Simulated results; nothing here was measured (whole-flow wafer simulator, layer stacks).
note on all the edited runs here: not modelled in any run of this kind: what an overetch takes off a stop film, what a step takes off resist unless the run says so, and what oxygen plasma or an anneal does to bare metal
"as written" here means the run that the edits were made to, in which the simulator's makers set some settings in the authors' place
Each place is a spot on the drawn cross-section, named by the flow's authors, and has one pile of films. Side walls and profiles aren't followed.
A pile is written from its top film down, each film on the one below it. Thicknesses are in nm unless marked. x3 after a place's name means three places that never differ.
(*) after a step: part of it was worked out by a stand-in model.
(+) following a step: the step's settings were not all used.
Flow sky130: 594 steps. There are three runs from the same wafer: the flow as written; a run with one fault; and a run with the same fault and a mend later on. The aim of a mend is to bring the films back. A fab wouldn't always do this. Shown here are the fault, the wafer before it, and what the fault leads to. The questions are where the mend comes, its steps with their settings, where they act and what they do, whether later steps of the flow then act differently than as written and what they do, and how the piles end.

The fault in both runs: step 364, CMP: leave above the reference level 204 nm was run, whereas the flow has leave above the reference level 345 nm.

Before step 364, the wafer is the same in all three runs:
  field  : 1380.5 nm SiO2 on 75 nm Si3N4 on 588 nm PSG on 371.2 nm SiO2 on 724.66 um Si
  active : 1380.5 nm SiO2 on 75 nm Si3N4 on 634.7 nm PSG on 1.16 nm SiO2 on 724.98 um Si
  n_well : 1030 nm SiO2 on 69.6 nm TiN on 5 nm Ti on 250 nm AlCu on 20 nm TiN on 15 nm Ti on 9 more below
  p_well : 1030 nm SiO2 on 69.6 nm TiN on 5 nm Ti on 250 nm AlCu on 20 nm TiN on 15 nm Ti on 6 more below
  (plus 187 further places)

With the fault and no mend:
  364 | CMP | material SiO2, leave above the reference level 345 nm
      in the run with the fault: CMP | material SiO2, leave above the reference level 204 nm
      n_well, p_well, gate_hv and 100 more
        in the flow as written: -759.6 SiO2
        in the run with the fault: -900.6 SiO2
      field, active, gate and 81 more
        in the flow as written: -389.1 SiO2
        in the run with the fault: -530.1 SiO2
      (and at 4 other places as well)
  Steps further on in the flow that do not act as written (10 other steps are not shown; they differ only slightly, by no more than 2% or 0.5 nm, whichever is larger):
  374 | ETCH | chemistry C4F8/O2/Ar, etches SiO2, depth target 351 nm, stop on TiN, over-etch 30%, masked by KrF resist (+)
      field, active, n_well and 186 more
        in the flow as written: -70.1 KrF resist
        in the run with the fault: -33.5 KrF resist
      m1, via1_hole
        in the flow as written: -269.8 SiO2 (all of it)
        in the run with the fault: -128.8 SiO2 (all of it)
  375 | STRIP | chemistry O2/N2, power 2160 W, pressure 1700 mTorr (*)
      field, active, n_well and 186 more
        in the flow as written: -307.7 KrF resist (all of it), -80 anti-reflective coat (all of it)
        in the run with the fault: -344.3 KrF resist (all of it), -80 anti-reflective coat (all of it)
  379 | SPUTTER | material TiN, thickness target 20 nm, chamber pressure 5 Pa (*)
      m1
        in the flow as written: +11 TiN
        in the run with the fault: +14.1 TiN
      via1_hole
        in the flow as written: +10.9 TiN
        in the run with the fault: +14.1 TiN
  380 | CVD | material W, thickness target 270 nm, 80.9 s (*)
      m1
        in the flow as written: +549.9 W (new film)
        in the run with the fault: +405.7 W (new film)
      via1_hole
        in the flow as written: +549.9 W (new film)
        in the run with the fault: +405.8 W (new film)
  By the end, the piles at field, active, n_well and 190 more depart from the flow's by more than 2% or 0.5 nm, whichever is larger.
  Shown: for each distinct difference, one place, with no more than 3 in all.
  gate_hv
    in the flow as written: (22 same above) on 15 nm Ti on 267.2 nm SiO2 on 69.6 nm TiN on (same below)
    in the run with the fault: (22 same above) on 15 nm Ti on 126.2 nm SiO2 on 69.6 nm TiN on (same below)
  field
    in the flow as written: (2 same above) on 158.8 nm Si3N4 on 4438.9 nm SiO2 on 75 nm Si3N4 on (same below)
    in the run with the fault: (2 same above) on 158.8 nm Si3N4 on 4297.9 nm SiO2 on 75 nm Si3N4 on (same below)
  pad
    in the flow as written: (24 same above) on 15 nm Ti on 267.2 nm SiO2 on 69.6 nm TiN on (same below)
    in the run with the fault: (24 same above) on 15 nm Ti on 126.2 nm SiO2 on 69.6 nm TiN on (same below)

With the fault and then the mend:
  The mend stands after step 364.
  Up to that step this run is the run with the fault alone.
  364a | HDPCVD | thickness target 141 nm (*) (the flow's step 363, run once more with other settings)
      field, active, n_well and 188 more
        +141 SiO2
  None of the later steps of the flow differs from how it acts as written, at any place that is followed, by more than 2% or 0.5 nm, whichever is larger.
  The piles end the same as the flow's at every place that both follow.
